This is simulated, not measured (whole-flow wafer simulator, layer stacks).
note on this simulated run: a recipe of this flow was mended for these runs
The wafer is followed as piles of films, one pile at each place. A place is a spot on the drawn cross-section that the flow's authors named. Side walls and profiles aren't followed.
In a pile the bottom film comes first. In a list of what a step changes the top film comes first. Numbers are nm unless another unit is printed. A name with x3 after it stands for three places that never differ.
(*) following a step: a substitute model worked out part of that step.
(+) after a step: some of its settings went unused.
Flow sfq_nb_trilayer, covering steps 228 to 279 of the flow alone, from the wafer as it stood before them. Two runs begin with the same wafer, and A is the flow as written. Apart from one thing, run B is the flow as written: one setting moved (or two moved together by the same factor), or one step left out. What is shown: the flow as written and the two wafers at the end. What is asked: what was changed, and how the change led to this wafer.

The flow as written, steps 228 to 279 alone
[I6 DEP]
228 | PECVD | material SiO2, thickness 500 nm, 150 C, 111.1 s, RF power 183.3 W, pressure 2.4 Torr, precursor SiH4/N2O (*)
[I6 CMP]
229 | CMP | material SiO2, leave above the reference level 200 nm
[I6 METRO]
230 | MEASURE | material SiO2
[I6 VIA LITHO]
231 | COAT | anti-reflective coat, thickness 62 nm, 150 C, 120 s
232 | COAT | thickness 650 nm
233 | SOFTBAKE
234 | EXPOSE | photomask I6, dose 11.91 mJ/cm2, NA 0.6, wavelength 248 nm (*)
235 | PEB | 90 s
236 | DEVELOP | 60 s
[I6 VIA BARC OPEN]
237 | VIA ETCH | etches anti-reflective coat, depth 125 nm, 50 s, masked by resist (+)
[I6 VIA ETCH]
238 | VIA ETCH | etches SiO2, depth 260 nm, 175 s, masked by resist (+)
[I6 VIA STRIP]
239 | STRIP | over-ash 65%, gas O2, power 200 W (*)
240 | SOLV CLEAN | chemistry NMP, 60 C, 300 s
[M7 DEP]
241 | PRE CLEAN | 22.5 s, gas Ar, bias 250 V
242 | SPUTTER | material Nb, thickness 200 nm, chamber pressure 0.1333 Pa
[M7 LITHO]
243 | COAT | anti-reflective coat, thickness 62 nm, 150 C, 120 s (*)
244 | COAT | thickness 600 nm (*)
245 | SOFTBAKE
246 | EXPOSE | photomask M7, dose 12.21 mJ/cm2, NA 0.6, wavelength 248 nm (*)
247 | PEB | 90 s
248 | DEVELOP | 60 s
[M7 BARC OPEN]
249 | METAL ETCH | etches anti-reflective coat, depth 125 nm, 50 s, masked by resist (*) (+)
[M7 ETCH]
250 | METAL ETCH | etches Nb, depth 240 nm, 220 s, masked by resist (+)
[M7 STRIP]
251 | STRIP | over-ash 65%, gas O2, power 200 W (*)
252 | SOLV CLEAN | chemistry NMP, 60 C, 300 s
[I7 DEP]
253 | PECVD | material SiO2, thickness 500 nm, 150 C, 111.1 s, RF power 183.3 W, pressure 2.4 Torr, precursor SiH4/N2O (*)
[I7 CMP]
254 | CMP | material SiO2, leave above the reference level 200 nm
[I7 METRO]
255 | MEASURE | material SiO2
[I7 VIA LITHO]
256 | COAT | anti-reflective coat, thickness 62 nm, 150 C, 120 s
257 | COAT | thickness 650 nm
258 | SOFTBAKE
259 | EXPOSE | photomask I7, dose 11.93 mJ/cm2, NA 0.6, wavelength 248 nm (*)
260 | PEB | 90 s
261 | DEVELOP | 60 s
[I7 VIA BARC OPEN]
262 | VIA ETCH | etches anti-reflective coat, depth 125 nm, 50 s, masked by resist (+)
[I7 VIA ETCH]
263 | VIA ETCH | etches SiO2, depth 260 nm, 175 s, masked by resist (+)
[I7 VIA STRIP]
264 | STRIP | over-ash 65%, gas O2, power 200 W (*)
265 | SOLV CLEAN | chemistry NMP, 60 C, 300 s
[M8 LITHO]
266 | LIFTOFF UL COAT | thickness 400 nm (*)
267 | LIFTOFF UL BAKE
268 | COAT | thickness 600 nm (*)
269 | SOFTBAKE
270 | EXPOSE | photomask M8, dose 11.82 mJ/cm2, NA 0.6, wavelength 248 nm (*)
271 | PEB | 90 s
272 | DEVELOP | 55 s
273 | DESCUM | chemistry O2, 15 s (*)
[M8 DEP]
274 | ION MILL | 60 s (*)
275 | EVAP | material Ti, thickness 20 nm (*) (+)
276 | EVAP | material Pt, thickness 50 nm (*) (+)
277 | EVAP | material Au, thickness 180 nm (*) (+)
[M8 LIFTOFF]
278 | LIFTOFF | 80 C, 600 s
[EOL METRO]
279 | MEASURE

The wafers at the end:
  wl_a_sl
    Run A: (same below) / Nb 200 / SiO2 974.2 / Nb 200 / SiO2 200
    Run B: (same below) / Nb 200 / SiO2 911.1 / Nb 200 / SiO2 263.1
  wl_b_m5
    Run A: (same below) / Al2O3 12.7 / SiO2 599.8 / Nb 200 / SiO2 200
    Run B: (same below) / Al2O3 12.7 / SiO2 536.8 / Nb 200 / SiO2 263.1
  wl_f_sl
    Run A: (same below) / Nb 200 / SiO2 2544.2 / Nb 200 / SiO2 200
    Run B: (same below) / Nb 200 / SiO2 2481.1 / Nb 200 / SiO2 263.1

Cause: step 228, PECVD: RF power 100.8 W was run, while the flow as written has RF power 183.3 W.

How this came from the change, step by step:
  228 | PECVD | material SiO2, thickness 500 nm, 150 C, 111.1 s, RF power 183.3 W, pressure 2.4 Torr, precursor SiH4/N2O (*)
      field_l, p4_fl, p4_fm and 62 more: A +500 SiO2 | B +340.9 SiO2
      v_sur, via_wl, via_w and 21 more: A +500 SiO2 (new film) | B +340.9 SiO2 (new film)
      (as well as at 17 more places)
  229 | CMP | material SiO2, leave above the reference level 200 nm
      field_l, p4_fl, p4_fm and 59 more: A -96 SiO2 | B nothing
      moat, field_r, lsp_l, ln_m5, lsp_m: A -89.5 SiO2 | B nothing
      (as well as at 39 more places)
  231 | COAT | anti-reflective coat, thickness 62 nm, 150 C, 120 s
      m0r_line_l, m0r_line_r, m7r_line_l, m7r_line_r: A +62 anti-reflective coat (new film) | B +70.7 anti-reflective coat (new film)
      m0r_space_l, m0r_space_r, m7r_space_l, m7r_space_r: A +62 anti-reflective coat (new film) | B +79.4 anti-reflective coat (new film)
      (as well as at 74 more places)
  232 | COAT | thickness 650 nm
      via_wl: A +650 KrF-resist-other-grade (new film) | B +634.1 KrF-resist-other-grade (new film)
      via_w: A +650 KrF-resist-other-grade (new film) | B +632.5 KrF-resist-other-grade (new film)
      (as well as at 21 more places)
  236 | DEVELOP | 60 s
      via_v: A -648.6 KrF-resist-other-grade (all of it) | B -622.3 KrF-resist-other-grade (all of it)
  237 | VIA ETCH | etches anti-reflective coat, depth 125 nm, 50 s, masked by resist (+)
      via_v: A -62 anti-reflective coat (all of it), -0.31 SiO2 | B -66.3 anti-reflective coat (all of it), -0.29 SiO2
  239 | STRIP | over-ash 65%, gas O2, power 200 W (*)
      m0r_line_l, m0r_line_r, m7r_line_l, m7r_line_r: A -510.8 KrF-resist-other-grade (all of it), -62 anti-reflective coat (all of it) | B -520.2 KrF-resist-other-grade (all of it), -70.7 anti-reflective coat (all of it)
      m0r_space_l, m0r_space_r, m7r_space_l, m7r_space_r: A -510.8 KrF-resist-other-grade (all of it), -62 anti-reflective coat (all of it) | B -513 KrF-resist-other-grade (all of it), -79.4 anti-reflective coat (all of it)
      (as well as at 78 more places)
  242 | SPUTTER | material Nb, thickness 200 nm, chamber pressure 0.1333 Pa
      moat, lsp_m: A +200 Nb (new film) | B +193.2 Nb (new film)
      be: A +200 Nb (new film) | B +144.6 Nb (new film)
      (as well as at 1 more place)
  243 | COAT | anti-reflective coat, thickness 62 nm, 150 C, 120 s (*)
      p4_fm, m0r_line_l, m0r_line_r, m7r_line_l, m7r_line_r: A +62 anti-reflective coat (new film) | B +68.9 anti-reflective coat (new film)
      m0r_space_l, m0r_space_r, m7r_space_l, m7r_space_r: A +62 anti-reflective coat (new film) | B +77.2 anti-reflective coat (new film)
      (as well as at 68 more places)
  244 | COAT | thickness 600 nm (*)
      via_wl: A +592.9 KrF-resist-other-grade (new film) | B +578.9 KrF-resist-other-grade (new film)
      via_w: A +586.9 KrF-resist-other-grade (new film) | B +569.2 KrF-resist-other-grade (new film)
      (as well as at 22 more places)
  248 | DEVELOP | 60 s
      field_r: A -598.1 KrF-resist-other-grade (all of it) | B -614.3 KrF-resist-other-grade (all of it)
      lsp_l: A -598.1 KrF-resist-other-grade (all of it) | B -616.1 KrF-resist-other-grade (all of it)
      (as well as at 2 more places)
  249 | METAL ETCH | etches anti-reflective coat, depth 125 nm, 50 s, masked by resist (*) (+)
      m0r_space_l, m0r_space_r, m7r_space_l, m7r_space_r: A -62 anti-reflective coat (all of it) | B -77.2 anti-reflective coat (all of it)
      p4_fm, m0r_line_l, m0r_line_r: A -62 anti-reflective coat (all of it) | B -68.9 anti-reflective coat (all of it)
      (as well as at 37 more places)
  251 | STRIP | over-ash 65%, gas O2, power 200 W (*)
      m7r_line_l, m7r_line_r: A -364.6 KrF-resist-other-grade (all of it), -62 anti-reflective coat (all of it) | B -373.1 KrF-resist-other-grade (all of it), -68.9 anti-reflective coat (all of it)
      v_sur: A -360.6 KrF-resist-other-grade (all of it), -64.6 anti-reflective coat (all of it) | B -354.3 KrF-resist-other-grade (all of it), -40.6 anti-reflective coat (all of it)
      (as well as at 38 more places)
  253 | PECVD | material SiO2, thickness 500 nm, 150 C, 111.1 s, RF power 183.3 W, pressure 2.4 Torr, precursor SiH4/N2O (*)
      be: A +500 SiO2 (new film) | B +683 SiO2 (new film)
  254 | CMP | material SiO2, leave above the reference level 200 nm
      field_l, p4_fl, p4_fm and 48 more: A -96 SiO2 | B -32.9 SiO2
      wl_a_sl, wl_a_sr, wl_b_sl and 9 more: A -300 SiO2 | B -236.9 SiO2
      (as well as at 17 more places)
